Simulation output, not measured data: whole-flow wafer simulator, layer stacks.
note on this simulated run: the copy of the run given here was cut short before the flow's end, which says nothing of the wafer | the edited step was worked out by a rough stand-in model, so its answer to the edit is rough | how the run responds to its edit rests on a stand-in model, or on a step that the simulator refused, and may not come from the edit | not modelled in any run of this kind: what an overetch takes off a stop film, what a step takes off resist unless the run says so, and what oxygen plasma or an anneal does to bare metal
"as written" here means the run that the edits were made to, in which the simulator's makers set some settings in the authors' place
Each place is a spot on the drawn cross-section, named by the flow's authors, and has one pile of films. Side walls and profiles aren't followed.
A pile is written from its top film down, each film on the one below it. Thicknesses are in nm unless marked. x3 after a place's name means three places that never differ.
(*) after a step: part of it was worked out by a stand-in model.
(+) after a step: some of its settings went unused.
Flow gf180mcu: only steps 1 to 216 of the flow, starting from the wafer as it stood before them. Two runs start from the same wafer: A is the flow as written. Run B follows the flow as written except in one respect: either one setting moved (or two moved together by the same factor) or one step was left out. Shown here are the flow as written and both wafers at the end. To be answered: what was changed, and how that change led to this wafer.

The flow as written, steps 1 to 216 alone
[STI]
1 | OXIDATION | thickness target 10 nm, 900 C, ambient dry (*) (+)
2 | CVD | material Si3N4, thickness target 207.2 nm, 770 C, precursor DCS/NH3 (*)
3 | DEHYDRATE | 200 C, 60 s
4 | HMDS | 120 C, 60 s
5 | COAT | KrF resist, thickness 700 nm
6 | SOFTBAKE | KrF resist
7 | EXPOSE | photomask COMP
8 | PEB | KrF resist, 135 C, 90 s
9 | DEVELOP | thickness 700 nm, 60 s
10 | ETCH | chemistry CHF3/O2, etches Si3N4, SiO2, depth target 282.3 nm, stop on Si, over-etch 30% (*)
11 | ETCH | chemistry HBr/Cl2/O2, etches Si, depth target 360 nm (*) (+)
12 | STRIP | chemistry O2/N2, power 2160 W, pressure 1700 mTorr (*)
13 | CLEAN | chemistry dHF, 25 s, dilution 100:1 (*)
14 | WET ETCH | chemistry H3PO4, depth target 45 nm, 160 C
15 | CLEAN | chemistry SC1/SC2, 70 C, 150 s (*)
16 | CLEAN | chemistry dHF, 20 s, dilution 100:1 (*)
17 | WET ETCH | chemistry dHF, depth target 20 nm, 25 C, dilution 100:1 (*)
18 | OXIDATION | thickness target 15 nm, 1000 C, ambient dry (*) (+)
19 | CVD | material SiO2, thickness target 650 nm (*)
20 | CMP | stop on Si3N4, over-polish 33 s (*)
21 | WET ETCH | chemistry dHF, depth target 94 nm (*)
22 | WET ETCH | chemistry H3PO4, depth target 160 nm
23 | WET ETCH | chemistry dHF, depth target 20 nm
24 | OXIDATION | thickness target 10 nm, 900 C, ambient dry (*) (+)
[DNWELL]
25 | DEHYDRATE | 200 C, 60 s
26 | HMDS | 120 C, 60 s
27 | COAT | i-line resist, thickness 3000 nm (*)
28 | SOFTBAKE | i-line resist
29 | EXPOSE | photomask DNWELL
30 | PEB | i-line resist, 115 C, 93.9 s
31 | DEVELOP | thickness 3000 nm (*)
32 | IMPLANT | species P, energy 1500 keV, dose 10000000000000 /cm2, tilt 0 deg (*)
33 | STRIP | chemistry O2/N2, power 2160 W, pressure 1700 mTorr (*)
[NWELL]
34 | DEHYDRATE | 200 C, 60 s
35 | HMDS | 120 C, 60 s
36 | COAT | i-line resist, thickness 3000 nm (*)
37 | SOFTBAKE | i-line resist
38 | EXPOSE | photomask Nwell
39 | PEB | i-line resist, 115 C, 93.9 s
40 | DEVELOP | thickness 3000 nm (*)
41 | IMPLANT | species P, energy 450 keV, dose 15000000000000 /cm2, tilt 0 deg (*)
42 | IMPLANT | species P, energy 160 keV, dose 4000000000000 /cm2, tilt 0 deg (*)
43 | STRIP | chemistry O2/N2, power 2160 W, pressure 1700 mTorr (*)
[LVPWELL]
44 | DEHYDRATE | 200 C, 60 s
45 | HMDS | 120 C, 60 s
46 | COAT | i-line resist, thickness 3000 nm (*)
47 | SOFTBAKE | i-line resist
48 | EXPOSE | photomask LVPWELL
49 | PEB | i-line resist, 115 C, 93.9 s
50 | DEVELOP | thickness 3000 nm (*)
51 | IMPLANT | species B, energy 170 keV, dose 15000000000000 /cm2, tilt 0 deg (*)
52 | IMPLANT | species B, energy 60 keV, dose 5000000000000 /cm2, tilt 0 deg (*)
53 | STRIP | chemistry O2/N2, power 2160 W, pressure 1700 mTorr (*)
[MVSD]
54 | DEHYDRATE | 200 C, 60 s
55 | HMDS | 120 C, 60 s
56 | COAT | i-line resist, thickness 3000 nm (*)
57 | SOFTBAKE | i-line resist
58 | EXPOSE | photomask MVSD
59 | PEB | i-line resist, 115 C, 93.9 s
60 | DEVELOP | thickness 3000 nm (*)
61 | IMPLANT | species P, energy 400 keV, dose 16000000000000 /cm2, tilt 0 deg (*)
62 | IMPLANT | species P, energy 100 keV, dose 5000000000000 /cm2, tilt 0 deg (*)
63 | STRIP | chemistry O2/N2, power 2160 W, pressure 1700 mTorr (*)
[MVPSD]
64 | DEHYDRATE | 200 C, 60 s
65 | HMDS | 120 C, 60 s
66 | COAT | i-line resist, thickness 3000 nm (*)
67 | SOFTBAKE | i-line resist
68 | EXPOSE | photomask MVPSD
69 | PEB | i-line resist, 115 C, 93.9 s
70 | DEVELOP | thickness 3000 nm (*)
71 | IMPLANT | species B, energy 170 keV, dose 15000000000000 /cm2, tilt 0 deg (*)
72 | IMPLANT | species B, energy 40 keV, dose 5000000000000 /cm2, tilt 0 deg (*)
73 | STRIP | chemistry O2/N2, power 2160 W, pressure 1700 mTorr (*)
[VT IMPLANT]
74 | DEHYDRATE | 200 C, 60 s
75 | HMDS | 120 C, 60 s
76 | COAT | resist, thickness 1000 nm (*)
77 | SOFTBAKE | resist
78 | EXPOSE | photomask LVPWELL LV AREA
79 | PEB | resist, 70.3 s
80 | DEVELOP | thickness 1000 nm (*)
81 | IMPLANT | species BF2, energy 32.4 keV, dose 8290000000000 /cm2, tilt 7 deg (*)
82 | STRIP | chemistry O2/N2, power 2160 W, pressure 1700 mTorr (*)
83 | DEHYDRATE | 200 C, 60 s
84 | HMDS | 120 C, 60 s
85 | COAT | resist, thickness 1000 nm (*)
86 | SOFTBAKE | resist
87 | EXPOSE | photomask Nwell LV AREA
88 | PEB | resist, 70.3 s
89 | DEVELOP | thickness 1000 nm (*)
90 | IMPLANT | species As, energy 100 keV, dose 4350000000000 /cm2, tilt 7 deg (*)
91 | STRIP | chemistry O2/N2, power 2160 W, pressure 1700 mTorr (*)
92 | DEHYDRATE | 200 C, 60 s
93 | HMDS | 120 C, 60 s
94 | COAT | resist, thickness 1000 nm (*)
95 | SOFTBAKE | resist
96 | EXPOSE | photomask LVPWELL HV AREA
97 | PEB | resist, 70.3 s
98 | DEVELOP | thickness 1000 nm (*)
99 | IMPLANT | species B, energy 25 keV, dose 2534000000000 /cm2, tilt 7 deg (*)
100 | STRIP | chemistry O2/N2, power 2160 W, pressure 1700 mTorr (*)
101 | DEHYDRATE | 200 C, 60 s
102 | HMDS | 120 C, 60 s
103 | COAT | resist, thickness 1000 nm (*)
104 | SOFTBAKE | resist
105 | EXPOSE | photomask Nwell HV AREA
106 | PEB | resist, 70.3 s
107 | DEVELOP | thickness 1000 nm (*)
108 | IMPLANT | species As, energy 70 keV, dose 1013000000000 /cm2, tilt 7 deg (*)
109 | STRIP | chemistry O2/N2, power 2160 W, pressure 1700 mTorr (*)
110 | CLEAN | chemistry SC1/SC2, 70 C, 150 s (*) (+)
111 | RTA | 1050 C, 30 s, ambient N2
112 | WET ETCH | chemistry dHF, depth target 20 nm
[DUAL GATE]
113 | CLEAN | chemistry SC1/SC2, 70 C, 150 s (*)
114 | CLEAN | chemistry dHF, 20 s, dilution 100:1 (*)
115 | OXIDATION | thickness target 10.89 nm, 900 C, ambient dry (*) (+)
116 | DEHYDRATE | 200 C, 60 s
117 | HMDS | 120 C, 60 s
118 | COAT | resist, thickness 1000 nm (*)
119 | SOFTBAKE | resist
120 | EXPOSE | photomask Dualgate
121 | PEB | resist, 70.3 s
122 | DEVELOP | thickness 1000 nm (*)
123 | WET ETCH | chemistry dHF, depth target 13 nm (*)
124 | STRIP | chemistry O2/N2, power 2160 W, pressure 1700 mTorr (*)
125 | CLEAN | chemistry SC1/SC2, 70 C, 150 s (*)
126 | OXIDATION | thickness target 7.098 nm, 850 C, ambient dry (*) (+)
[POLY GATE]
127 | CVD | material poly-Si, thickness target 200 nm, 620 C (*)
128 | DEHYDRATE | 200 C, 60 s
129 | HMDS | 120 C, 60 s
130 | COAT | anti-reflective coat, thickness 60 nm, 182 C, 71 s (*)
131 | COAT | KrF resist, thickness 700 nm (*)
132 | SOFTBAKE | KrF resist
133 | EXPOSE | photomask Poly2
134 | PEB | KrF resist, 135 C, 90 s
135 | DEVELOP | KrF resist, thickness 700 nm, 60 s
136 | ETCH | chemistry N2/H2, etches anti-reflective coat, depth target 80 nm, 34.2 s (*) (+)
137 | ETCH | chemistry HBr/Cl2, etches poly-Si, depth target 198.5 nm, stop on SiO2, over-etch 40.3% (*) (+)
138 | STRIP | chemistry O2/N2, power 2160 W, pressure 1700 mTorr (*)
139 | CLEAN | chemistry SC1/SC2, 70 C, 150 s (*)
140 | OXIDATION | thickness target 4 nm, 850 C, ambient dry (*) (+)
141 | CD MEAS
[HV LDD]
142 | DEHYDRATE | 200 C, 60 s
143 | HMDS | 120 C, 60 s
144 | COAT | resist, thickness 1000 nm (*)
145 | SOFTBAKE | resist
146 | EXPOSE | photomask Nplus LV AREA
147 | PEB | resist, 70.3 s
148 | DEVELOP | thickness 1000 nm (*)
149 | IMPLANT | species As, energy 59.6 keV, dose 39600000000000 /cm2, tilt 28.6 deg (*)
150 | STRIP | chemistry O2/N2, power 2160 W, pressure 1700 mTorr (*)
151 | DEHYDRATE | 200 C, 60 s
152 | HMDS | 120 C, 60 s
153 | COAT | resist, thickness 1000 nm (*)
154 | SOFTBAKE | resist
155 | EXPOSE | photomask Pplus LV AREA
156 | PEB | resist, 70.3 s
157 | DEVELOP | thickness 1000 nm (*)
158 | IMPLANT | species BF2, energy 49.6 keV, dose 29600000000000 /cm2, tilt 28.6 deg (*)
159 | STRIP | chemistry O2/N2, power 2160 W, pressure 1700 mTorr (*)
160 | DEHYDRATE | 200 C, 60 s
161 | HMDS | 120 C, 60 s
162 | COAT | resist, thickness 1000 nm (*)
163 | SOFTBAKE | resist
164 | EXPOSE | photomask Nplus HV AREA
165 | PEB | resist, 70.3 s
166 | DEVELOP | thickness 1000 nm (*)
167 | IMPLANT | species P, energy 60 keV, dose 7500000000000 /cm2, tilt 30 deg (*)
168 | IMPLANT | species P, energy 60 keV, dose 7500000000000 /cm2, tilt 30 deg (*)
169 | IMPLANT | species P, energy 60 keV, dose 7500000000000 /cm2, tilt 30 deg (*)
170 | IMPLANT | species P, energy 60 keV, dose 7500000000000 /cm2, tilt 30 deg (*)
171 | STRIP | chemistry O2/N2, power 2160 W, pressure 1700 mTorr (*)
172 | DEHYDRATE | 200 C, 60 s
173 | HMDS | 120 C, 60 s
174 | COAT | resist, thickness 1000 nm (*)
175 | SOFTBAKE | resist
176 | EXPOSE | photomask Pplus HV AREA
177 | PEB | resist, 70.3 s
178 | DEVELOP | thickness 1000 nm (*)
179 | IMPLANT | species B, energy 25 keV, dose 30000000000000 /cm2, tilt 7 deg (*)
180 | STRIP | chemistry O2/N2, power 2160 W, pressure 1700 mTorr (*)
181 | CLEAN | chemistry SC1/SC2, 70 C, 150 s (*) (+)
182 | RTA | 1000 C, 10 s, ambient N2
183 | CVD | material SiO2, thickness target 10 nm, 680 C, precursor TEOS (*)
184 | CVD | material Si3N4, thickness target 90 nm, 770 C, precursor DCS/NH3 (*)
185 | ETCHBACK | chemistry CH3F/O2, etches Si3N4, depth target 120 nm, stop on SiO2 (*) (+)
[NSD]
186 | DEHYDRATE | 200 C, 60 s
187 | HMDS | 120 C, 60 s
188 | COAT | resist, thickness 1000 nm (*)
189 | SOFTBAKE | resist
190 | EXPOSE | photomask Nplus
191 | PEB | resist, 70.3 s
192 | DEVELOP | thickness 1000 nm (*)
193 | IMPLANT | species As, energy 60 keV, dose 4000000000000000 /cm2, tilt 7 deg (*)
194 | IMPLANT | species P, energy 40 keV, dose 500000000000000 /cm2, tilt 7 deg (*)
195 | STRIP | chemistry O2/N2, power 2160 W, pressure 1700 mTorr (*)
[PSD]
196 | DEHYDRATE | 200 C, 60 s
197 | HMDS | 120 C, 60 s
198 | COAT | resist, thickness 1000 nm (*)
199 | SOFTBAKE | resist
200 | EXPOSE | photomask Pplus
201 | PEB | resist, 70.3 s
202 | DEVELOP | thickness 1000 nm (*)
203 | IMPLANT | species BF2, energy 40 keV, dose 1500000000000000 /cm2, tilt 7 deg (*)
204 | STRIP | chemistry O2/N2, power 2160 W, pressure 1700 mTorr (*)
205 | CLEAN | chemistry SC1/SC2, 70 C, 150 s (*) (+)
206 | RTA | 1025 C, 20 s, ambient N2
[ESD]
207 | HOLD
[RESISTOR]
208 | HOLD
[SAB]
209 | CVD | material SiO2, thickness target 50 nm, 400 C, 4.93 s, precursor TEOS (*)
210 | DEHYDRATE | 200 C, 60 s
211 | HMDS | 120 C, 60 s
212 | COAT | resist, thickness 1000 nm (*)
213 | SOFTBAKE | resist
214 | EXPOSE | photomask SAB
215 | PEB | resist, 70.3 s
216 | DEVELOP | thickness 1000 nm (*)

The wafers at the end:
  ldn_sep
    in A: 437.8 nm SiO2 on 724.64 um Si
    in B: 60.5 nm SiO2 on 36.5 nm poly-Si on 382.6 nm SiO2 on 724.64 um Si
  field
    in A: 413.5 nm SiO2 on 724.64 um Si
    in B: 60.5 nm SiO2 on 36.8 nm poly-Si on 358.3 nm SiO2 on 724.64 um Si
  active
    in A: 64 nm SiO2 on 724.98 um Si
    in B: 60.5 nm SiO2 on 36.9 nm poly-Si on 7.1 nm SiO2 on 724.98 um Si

The reason: step 137, ETCH: depth target 114.1 nm was run, while the flow as written has depth target 198.5 nm.

The path from the change to this, step by step:
  137 | ETCH | chemistry HBr/Cl2, etches poly-Si, depth target 198.5 nm, stop on SiO2, over-etch 40.3% (*) (+)
      field__w3, field__w12, field_sub and 14 more: A -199 poly-Si (all of it), -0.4 SiO2 | B -160.1 poly-Si
      field__w6, sti, m1 and 11 more: A -198.8 poly-Si (all of it), -0.4 SiO2 | B -160.1 poly-Si
      (also at 61 further places)
  138 | STRIP | chemistry O2/N2, power 2160 W, pressure 1700 mTorr (*)
      field, field__w1, field__w2 and 61 more: A nothing | B +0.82 chemical SiO2 (new film), -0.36 poly-Si
      gate: A +0.68 chemical SiO2 (new film), -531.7 KrF resist (all of it), -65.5 anti-reflective coat (all of it), -0.3 poly-Si | B +0.67 chemical SiO2 (new film), -571.1 KrF resist (all of it), -65.5 anti-reflective coat (all of it), -0.3 poly-Si
      (also at 27 further places)
  139 | CLEAN | chemistry SC1/SC2, 70 C, 150 s (*)
      field, field__w1, field__w2 and 34 more: A -0.68 SiO2 | B -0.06 chemical SiO2, -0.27 poly-Si
  140 | OXIDATION | thickness target 4 nm, 850 C, ambient dry (*) (+)
      field, field__w1, field__w2 and 21 more: A +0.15 SiO2, -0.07 Si | B +4 SiO2 (new film), -0.76 chemical SiO2 (all of it), -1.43 poly-Si
      active_hv, active_nat, ld_sd_n and 11 more: A +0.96 SiO2, -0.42 Si | B +4 SiO2 (new film), -0.76 chemical SiO2 (all of it), -1.43 poly-Si
      (also at 26 further places)
  144 | COAT | resist, thickness 1000 nm (*)
      gate: A +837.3 resist (new film) | B +872.1 resist (new film)
      gate_hv: A +845.4 resist (new film) | B +876.7 resist (new film)
      (also at 26 further places)
  145 | SOFTBAKE | resist
      nw_enc_fld_lv__w3: A +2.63 resist | B -0.45 resist
      field__w1: A +4.19 resist | B +3.16 resist
      (also at 62 further places)
  147 | PEB | resist, 70.3 s
      ld_body_p_dnw, ldn_ch, ldp_ch, ldp_acc: A -13 resist | B -13.6 resist
      polyc_n, polyc_n_rim, polyc_p, polyc_p_rim: A -12.2 resist | B -12.9 resist
      (also at 14 further places)
  148 | DEVELOP | thickness 1000 nm (*)
      gate: A -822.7 resist (all of it) | B -857.5 resist (all of it)
      npoly_u: A -821.5 resist (all of it) | B -855.1 resist (all of it)
      (also at 3 further places)
  150 | STRIP | chemistry O2/N2, power 2160 W, pressure 1700 mTorr (*)
      gate_hv: A -824.2 resist (all of it) | B -856.8 resist (all of it)
      gate_p: A -828.7 resist (all of it) | B -862.2 resist (all of it)
      (also at 21 further places)
  153 | COAT | resist, thickness 1000 nm (*)
      gate: A +837.3 resist (new film) | B +872.1 resist (new film)
      gate_hv: A +845.4 resist (new film) | B +876.7 resist (new film)
      (also at 26 further places)
  154 | SOFTBAKE | resist
      nw_enc_fld_lv__w3: A +2.63 resist | B -0.45 resist
      field__w1: A +4.19 resist | B +3.16 resist
      (also at 62 further places)
  156 | PEB | resist, 70.3 s
      ld_body_p_dnw, ldn_ch, ldp_ch, ldp_acc: A -13 resist | B -13.6 resist
      polyc_n, polyc_n_rim, polyc_p, polyc_p_rim: A -12.2 resist | B -12.9 resist
      (also at 14 further places)
  157 | DEVELOP | thickness 1000 nm (*)
      gate_p: A -828.7 resist (all of it) | B -862.3 resist (all of it)
      ppoly_u: A -827 resist (all of it) | B -859.4 resist (all of it)
      (also at 3 further places)
  159 | STRIP | chemistry O2/N2, power 2160 W, pressure 1700 mTorr (*)
      gate: A -822.7 resist (all of it) | B -857.5 resist (all of it)
      gate_hv: A -824.2 resist (all of it) | B -856.8 resist (all of it)
      (also at 21 further places)
  162 | COAT | resist, thickness 1000 nm (*)
      gate: A +837.3 resist (new film) | B +872.1 resist (new film)
      gate_hv: A +845.4 resist (new film) | B +876.7 resist (new film)
      (also at 26 further places)
  163 | SOFTBAKE | resist
      nw_enc_fld_lv__w3: A +2.63 resist | B -0.45 resist
      field__w1: A +4.19 resist | B +3.16 resist
      (also at 62 further places)
  ... 22 further steps ...
  216 | DEVELOP | thickness 1000 nm (*)
      gate: A -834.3 resist (all of it) | B -866.5 resist (all of it)
      gate_hv: A -836.1 resist (all of it) | B -866.1 resist (all of it)
      (also at 24 further places)
